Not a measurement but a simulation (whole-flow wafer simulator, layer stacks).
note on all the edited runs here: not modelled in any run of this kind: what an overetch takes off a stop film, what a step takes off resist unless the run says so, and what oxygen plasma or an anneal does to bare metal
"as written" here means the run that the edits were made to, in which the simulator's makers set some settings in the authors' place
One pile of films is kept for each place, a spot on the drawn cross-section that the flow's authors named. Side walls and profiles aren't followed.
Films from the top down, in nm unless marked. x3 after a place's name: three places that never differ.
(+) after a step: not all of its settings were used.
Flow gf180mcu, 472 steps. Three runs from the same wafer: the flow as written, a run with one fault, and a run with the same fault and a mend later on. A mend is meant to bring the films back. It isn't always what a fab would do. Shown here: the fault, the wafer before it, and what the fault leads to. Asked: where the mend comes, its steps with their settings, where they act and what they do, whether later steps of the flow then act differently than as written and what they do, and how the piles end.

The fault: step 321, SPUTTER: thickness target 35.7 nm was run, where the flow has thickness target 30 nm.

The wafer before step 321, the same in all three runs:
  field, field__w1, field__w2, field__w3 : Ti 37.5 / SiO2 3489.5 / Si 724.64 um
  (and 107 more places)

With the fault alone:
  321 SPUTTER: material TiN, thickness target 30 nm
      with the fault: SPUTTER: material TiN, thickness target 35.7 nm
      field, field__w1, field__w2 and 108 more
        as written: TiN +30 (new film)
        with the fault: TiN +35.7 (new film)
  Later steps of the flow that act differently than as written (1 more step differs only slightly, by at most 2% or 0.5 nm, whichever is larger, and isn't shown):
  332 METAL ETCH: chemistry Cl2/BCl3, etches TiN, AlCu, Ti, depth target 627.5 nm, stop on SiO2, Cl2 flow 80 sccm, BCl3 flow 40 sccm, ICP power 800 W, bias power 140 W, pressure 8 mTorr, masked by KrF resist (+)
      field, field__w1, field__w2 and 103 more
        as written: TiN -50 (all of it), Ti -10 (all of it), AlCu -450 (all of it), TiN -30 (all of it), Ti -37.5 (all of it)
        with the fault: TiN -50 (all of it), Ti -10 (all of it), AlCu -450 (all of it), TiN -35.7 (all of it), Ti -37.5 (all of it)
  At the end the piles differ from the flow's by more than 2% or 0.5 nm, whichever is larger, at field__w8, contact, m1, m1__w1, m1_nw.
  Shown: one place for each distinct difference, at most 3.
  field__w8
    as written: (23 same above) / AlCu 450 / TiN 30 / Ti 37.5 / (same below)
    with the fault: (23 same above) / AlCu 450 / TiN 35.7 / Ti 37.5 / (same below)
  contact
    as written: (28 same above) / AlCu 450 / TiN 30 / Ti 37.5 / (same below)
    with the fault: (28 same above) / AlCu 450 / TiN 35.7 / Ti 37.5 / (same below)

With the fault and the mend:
  The mend comes after step 321.
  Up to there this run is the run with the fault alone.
  321a METAL ETCH: chemistry Cl2/BCl3, etches TiN, AlCu, Ti, depth target 5.7 nm, Cl2 flow 80 sccm, BCl3 flow 40 sccm, ICP power 800 W, bias power 140 W, pressure 8 mTorr (the flow's step 260 once more, with other settings)
      field, field__w1, field__w2 and 108 more
        TiN -5.7
  No later step of the flow acts differently than as written at any place that is followed.
  At the end the piles are the same as the flow's at every place that both follow.
